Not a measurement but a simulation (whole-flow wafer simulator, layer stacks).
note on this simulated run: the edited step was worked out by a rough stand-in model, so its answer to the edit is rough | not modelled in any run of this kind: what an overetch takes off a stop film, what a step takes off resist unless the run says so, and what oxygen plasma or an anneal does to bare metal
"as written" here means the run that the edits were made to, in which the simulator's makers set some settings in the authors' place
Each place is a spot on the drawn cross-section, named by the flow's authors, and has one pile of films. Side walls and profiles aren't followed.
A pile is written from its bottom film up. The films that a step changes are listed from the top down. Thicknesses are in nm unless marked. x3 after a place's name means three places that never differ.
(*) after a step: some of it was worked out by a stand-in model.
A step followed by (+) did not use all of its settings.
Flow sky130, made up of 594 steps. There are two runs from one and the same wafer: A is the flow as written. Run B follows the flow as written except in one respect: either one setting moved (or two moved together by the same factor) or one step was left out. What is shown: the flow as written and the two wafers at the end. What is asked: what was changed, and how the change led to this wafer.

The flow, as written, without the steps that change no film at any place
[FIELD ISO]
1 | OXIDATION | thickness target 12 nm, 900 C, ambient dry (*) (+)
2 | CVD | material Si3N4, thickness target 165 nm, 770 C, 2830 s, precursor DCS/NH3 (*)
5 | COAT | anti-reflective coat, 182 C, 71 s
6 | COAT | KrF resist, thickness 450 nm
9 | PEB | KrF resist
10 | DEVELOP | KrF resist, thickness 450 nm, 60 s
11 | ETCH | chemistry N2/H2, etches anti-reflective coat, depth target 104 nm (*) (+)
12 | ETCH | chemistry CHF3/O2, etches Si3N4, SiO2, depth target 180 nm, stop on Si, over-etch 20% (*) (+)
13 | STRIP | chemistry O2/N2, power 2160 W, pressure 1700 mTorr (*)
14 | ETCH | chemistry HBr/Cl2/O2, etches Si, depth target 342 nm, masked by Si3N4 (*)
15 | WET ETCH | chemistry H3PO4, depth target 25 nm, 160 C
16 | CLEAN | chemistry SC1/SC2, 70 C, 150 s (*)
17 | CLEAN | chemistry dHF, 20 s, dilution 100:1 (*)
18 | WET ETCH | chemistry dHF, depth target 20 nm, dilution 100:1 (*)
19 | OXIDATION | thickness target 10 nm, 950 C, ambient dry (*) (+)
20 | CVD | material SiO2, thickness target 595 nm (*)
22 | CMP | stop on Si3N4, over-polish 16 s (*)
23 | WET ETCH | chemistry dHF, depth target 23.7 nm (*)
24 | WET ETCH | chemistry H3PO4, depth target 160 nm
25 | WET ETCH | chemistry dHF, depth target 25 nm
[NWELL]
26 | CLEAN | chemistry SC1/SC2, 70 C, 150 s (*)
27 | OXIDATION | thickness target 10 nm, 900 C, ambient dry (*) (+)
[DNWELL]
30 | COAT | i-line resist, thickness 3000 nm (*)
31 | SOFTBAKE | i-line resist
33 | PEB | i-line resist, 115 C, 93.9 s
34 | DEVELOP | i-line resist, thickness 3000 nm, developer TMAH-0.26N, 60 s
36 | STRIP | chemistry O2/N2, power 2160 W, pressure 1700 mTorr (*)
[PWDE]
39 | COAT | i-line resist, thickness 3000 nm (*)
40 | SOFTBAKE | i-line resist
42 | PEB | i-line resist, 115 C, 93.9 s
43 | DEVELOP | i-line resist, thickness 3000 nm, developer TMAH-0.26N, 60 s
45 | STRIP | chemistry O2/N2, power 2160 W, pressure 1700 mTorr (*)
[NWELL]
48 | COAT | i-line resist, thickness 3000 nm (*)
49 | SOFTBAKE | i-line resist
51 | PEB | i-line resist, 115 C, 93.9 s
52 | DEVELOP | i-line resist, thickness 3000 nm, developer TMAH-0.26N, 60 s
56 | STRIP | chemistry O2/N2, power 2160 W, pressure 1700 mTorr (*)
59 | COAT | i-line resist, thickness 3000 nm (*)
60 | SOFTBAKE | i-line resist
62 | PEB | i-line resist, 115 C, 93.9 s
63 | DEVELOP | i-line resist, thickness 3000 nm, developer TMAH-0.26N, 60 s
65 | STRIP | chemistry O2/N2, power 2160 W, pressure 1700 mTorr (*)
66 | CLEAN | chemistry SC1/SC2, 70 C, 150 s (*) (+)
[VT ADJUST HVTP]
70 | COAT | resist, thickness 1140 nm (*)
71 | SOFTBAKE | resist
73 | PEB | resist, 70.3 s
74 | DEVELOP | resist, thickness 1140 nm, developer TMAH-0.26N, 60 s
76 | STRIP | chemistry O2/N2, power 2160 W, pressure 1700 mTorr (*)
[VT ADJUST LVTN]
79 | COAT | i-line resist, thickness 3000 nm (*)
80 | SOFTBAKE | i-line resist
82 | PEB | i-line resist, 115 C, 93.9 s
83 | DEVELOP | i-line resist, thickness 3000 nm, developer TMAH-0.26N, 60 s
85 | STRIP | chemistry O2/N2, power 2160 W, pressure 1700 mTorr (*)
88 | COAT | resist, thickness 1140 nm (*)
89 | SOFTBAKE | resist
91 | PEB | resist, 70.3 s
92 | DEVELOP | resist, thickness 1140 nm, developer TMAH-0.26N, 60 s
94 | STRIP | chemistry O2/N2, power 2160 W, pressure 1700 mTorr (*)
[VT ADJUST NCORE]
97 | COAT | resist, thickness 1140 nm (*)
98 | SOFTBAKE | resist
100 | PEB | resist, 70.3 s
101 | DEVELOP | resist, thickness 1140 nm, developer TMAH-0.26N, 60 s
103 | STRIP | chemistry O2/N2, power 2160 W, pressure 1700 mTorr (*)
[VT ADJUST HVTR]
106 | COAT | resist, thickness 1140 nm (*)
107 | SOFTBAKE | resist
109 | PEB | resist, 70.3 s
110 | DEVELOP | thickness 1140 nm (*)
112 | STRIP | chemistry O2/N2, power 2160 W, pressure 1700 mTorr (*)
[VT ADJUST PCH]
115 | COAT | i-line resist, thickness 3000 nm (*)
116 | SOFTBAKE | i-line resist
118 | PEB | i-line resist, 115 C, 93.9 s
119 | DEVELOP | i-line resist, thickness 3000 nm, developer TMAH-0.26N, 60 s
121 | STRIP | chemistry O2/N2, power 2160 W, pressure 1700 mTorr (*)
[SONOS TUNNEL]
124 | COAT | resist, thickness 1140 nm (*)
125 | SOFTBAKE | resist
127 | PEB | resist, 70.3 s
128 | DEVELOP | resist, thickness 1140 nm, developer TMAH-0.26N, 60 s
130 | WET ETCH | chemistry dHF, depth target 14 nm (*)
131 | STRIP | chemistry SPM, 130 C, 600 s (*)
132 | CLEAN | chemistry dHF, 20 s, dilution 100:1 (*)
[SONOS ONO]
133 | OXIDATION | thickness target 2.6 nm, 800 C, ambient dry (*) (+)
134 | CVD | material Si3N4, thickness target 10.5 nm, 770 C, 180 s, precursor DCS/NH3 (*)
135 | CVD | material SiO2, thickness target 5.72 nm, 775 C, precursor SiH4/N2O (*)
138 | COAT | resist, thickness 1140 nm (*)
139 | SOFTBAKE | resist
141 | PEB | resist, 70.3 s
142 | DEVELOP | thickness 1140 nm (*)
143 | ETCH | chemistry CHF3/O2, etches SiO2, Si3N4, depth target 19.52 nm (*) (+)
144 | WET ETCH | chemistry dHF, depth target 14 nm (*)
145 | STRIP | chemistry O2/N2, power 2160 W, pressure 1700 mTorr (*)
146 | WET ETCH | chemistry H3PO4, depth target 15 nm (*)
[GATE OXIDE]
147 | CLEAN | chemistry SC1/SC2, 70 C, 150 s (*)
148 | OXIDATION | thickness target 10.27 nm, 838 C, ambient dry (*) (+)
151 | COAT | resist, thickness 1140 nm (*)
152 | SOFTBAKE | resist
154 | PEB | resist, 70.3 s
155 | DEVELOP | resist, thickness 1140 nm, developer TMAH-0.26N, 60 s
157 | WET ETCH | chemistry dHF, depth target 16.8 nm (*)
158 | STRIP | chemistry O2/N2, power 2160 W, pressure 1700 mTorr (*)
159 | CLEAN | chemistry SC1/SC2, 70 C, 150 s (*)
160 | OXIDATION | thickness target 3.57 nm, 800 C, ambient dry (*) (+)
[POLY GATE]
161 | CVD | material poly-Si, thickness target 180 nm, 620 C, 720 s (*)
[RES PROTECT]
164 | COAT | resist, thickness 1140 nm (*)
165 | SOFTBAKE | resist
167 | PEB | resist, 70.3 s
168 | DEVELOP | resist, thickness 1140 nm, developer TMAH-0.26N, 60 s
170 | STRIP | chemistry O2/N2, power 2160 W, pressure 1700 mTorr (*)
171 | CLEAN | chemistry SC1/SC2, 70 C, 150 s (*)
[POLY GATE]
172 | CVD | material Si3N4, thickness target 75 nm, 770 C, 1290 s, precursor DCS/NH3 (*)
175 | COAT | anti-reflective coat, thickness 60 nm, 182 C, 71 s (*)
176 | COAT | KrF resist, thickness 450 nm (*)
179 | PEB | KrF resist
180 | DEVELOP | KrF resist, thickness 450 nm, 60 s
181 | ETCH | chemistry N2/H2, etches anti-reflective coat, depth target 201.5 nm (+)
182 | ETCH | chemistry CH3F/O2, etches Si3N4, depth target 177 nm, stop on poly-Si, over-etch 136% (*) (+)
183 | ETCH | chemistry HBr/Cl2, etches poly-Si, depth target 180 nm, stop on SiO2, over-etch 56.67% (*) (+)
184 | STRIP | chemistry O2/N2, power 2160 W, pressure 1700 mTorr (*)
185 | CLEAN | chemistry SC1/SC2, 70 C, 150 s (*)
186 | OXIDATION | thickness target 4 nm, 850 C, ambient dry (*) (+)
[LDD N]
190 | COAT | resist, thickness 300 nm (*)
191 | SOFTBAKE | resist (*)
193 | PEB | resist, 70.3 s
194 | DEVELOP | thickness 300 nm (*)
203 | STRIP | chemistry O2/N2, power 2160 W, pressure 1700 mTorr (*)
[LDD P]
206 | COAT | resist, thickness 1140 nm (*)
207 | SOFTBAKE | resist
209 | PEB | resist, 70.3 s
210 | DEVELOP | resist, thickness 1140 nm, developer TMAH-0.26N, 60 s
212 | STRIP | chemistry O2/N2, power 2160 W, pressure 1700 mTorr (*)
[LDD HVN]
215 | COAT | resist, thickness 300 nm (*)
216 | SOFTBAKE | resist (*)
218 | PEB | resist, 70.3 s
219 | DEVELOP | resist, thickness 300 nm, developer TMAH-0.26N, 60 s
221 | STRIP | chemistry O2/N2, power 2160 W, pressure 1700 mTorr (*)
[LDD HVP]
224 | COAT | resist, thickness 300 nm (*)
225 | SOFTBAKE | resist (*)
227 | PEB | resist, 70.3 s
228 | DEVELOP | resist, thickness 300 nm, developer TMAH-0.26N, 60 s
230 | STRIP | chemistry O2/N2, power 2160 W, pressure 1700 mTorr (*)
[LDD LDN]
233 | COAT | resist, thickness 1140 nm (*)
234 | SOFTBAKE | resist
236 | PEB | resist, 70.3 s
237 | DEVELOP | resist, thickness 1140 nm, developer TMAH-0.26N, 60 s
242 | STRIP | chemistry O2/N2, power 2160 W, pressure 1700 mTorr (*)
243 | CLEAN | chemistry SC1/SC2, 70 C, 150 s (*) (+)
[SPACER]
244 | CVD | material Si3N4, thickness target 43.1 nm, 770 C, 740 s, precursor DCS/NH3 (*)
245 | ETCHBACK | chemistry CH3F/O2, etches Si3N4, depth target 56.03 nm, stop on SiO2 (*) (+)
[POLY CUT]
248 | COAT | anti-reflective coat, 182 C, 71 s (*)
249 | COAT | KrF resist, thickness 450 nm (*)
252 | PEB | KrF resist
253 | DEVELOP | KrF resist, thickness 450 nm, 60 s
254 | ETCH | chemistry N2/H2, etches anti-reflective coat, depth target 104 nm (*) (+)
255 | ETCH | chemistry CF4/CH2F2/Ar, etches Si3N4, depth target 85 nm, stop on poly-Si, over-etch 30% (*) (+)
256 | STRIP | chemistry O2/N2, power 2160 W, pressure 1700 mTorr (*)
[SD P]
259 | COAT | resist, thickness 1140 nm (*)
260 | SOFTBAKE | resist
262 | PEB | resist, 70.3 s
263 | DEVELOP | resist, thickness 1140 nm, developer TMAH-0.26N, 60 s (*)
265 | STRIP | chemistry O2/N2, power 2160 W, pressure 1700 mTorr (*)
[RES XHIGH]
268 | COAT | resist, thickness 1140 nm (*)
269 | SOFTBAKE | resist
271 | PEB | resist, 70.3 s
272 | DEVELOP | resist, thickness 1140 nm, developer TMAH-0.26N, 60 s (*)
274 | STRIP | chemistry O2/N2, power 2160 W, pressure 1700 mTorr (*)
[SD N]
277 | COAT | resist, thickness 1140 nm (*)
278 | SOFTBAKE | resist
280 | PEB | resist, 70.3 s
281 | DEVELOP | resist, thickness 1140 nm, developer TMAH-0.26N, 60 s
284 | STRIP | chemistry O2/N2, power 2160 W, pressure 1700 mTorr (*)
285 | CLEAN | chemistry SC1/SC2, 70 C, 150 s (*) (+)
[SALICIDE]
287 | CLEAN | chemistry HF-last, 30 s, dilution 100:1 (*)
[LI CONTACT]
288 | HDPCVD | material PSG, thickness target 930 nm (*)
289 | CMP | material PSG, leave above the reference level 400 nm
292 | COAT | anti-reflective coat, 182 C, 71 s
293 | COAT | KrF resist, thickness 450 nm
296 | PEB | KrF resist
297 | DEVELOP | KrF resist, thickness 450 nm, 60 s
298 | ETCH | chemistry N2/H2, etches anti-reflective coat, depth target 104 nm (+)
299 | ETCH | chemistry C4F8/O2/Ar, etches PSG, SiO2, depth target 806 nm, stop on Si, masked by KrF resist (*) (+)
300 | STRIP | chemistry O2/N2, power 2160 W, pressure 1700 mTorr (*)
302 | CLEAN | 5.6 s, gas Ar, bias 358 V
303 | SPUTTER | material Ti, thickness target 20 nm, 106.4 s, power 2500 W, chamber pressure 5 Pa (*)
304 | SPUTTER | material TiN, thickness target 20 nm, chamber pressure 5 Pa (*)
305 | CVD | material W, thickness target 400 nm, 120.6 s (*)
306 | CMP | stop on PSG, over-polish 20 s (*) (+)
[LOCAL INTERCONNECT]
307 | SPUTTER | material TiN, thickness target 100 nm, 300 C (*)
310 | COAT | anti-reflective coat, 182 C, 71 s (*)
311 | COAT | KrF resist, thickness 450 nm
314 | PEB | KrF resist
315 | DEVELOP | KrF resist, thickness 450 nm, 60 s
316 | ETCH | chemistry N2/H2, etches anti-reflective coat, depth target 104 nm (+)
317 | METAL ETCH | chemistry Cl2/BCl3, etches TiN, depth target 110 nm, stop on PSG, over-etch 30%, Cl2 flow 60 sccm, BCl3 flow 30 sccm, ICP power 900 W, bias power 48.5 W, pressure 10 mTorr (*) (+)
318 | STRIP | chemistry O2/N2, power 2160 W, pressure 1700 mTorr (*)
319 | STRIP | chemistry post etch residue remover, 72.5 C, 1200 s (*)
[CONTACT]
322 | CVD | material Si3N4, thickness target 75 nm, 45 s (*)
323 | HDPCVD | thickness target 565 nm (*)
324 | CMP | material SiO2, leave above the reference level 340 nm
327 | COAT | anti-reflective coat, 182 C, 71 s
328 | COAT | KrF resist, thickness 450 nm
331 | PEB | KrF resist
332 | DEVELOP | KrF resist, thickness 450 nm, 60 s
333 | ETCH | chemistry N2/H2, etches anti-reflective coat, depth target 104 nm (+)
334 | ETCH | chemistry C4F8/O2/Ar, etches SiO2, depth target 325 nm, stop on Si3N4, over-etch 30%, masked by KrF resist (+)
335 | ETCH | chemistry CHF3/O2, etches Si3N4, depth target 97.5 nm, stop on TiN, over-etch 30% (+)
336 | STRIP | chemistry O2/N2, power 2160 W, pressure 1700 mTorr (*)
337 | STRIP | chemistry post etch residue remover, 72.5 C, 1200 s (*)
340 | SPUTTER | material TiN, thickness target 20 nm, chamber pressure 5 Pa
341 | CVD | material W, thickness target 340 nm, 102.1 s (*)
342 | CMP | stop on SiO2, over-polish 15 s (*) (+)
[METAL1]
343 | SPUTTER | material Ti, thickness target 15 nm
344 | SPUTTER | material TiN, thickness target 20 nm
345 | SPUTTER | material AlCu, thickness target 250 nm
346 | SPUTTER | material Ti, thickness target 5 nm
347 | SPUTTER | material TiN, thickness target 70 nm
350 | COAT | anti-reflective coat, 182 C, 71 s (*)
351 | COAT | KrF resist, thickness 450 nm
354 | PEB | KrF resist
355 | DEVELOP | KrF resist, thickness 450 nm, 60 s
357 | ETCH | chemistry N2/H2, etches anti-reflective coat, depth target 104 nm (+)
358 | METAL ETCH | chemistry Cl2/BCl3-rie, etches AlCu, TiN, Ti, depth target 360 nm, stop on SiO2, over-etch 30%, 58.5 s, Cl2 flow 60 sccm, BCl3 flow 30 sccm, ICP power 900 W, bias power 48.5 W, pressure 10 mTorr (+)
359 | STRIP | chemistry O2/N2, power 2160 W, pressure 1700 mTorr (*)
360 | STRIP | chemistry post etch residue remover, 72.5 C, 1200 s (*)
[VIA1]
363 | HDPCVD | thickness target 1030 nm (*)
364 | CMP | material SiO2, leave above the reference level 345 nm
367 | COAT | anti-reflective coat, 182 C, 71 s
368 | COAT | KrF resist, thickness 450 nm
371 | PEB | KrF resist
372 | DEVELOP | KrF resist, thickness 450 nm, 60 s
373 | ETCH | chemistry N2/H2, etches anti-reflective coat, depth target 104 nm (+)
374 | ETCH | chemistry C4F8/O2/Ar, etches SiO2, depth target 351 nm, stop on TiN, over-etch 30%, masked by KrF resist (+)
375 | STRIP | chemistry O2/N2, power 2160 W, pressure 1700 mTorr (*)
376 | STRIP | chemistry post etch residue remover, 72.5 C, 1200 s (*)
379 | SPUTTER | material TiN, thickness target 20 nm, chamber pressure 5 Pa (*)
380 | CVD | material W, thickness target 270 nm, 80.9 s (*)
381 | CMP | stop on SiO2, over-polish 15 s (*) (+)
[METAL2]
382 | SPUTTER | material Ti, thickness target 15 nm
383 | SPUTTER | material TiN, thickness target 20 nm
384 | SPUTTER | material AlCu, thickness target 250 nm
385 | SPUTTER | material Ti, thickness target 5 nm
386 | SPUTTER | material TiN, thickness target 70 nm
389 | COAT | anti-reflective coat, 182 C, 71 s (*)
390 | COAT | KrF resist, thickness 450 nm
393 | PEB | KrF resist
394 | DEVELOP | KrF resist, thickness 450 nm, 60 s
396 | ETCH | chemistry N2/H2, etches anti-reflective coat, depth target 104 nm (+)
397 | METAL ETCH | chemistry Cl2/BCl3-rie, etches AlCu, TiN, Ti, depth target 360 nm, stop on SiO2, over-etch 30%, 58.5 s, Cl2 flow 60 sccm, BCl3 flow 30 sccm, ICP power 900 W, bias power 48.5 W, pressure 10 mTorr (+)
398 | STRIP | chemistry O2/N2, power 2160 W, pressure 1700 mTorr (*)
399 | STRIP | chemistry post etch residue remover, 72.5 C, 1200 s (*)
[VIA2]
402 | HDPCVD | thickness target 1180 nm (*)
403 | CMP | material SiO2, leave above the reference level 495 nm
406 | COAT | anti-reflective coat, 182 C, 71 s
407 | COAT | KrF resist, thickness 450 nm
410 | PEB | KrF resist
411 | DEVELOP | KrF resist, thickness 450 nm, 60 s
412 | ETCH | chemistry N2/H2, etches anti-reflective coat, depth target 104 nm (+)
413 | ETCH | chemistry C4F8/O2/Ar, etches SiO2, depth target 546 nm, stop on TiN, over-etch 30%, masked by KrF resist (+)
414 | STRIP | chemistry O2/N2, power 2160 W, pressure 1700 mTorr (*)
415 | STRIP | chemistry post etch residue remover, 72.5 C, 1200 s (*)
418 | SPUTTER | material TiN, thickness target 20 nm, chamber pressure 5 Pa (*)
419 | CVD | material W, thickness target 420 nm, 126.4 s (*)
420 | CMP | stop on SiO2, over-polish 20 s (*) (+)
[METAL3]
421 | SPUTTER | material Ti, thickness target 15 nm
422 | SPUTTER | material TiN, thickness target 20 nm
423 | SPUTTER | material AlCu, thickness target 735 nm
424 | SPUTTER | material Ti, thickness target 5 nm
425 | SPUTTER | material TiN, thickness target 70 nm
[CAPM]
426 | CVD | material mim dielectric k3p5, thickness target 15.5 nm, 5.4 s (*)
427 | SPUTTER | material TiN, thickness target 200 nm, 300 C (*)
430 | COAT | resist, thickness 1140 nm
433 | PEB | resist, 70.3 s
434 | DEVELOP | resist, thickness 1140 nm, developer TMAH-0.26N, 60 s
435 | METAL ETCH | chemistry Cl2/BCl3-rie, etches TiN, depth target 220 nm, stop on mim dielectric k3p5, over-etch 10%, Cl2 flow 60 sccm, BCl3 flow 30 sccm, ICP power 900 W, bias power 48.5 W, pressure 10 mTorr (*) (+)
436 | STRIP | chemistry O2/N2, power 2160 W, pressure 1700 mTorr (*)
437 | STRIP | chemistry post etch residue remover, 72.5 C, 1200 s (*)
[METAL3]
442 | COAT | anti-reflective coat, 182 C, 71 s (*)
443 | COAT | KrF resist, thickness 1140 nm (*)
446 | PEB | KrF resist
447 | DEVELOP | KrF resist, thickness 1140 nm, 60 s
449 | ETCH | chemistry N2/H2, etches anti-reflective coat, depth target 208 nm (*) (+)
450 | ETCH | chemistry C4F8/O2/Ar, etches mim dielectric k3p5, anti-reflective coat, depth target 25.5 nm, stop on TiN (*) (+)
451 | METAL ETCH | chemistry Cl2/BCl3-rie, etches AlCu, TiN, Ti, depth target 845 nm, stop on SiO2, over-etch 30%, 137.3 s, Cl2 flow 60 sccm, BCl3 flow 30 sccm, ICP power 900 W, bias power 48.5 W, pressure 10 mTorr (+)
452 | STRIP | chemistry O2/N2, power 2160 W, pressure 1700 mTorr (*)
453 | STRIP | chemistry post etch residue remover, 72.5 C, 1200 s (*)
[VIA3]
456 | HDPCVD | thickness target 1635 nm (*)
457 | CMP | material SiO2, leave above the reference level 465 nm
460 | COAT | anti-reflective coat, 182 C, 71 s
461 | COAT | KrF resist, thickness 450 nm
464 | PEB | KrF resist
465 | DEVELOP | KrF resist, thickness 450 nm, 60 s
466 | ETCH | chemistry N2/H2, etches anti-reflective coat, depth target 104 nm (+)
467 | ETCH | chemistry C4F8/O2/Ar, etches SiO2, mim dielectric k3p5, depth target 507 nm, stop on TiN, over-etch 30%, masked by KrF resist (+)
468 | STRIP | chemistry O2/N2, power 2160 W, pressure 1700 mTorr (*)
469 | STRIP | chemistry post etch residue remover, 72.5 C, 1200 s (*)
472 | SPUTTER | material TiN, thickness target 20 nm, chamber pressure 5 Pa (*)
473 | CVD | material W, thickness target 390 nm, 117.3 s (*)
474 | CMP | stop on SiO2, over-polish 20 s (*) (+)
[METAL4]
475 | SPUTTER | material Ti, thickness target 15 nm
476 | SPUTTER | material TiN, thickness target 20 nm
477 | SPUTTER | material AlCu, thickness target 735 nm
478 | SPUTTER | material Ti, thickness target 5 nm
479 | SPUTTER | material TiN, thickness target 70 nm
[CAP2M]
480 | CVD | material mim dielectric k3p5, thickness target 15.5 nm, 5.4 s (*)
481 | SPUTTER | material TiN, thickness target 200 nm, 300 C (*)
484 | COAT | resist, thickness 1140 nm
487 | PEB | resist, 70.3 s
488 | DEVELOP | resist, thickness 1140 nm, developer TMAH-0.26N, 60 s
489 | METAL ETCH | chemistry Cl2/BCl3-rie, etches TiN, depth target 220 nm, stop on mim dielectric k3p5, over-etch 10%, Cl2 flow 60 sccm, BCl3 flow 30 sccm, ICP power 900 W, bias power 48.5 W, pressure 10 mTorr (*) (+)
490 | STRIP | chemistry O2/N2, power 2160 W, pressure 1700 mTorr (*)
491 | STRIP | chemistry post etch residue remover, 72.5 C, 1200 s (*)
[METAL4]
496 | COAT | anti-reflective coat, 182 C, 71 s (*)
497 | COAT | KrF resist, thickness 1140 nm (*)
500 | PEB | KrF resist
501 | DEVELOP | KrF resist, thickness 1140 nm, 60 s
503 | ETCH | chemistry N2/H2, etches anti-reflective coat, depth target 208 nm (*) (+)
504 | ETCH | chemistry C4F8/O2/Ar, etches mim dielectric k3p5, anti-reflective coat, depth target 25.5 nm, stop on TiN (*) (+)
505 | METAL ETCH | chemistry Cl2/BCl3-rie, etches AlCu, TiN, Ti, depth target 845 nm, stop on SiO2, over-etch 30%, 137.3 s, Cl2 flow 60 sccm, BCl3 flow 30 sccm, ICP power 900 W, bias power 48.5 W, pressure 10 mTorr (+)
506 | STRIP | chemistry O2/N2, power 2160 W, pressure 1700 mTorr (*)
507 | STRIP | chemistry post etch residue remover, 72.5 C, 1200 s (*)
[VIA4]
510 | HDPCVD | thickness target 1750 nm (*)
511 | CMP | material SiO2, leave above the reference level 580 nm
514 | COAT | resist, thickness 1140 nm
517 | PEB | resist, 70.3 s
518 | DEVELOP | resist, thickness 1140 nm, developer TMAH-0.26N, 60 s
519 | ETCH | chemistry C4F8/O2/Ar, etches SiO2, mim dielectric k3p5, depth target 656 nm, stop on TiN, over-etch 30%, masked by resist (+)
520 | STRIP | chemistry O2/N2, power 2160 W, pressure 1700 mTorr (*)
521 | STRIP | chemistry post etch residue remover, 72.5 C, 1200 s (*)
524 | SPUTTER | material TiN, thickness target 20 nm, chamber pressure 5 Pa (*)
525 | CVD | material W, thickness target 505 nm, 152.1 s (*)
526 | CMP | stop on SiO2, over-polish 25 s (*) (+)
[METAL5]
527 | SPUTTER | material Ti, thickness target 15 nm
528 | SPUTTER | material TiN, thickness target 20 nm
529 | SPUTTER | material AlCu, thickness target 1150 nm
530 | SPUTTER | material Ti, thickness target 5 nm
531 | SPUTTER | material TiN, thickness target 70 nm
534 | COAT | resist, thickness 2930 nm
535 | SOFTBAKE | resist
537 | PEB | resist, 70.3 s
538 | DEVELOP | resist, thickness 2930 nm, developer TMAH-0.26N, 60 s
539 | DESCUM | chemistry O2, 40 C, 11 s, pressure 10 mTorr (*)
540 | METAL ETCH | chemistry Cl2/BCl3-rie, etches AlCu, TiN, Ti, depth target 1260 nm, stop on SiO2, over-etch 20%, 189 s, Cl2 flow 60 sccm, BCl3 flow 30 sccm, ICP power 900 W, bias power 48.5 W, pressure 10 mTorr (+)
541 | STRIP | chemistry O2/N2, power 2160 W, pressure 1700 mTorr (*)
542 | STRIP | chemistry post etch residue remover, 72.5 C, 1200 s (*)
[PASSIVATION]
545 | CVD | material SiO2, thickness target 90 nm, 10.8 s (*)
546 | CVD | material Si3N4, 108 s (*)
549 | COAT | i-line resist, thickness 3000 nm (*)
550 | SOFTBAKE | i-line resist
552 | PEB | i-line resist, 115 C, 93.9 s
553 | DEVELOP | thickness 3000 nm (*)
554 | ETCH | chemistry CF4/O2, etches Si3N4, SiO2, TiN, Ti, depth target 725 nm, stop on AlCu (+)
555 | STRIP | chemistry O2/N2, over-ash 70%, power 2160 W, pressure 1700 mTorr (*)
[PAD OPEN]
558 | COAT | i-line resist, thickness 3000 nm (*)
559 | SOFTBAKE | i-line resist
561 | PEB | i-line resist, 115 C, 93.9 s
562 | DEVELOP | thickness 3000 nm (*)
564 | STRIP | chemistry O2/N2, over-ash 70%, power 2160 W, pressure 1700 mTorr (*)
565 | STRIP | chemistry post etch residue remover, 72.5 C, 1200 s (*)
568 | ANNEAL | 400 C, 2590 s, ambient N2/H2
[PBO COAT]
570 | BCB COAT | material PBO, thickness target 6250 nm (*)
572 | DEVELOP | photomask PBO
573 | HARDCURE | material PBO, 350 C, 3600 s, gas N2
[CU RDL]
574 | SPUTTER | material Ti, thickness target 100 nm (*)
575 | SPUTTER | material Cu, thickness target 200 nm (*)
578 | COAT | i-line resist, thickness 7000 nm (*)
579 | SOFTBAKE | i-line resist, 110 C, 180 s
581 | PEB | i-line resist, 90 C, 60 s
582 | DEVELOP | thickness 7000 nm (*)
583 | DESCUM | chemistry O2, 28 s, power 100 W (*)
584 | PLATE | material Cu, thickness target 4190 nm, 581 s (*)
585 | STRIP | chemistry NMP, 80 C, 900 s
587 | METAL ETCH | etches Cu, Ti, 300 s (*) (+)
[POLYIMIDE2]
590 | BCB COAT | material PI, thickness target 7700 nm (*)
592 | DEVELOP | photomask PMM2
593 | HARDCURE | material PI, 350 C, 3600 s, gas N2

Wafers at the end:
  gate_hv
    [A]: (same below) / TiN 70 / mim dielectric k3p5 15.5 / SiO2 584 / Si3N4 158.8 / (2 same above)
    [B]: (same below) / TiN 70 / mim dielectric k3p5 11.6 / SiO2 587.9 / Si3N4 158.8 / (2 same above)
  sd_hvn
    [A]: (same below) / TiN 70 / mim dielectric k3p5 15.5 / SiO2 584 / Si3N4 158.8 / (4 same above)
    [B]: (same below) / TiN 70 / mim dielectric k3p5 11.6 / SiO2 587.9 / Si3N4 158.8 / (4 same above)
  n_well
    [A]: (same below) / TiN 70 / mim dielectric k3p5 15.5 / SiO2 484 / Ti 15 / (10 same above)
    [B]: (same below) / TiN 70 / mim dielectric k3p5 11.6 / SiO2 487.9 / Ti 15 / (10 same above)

What caused this: step 480, CVD: thickness target 11.6 nm was run, whereas the flow has thickness target 15.5 nm; step 480, CVD: 4.05 s was run, where the flow has 5.4 s.
One can read it off the wafer: gate_hv has mim dielectric k3p5 11.6, and step 480 as written asks for 15.5 nm.

How this came from the change, step by step:
  480 | CVD | material mim dielectric k3p5, thickness target 15.5 nm, 5.4 s (*)
      field, active, n_well and 189 more: A +15.5 mim dielectric k3p5 (new film) | B +11.6 mim dielectric k3p5 (new film)
  504 | ETCH | chemistry C4F8/O2/Ar, etches mim dielectric k3p5, anti-reflective coat, depth target 25.5 nm, stop on TiN (*) (+)
      n_well, p_well, gate_hv and 102 more: A -15.5 KrF resist | B -11.6 KrF resist
      field, active, gate and 85 more: A -15.5 mim dielectric k3p5 (all of it) | B -11.6 mim dielectric k3p5 (all of it)
  519 | ETCH | chemistry C4F8/O2/Ar, etches SiO2, mim dielectric k3p5, depth target 656 nm, stop on TiN, over-etch 30%, masked by resist (+)
      m1: A -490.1 SiO2 (all of it), -15.5 mim dielectric k3p5 (all of it) | B -494 SiO2 (all of it), -11.6 mim dielectric k3p5 (all of it)
      via4_hole: A -489.5 SiO2 (all of it), -15.5 mim dielectric k3p5 (all of it) | B -493.4 SiO2 (all of it), -11.6 mim dielectric k3p5 (all of it)
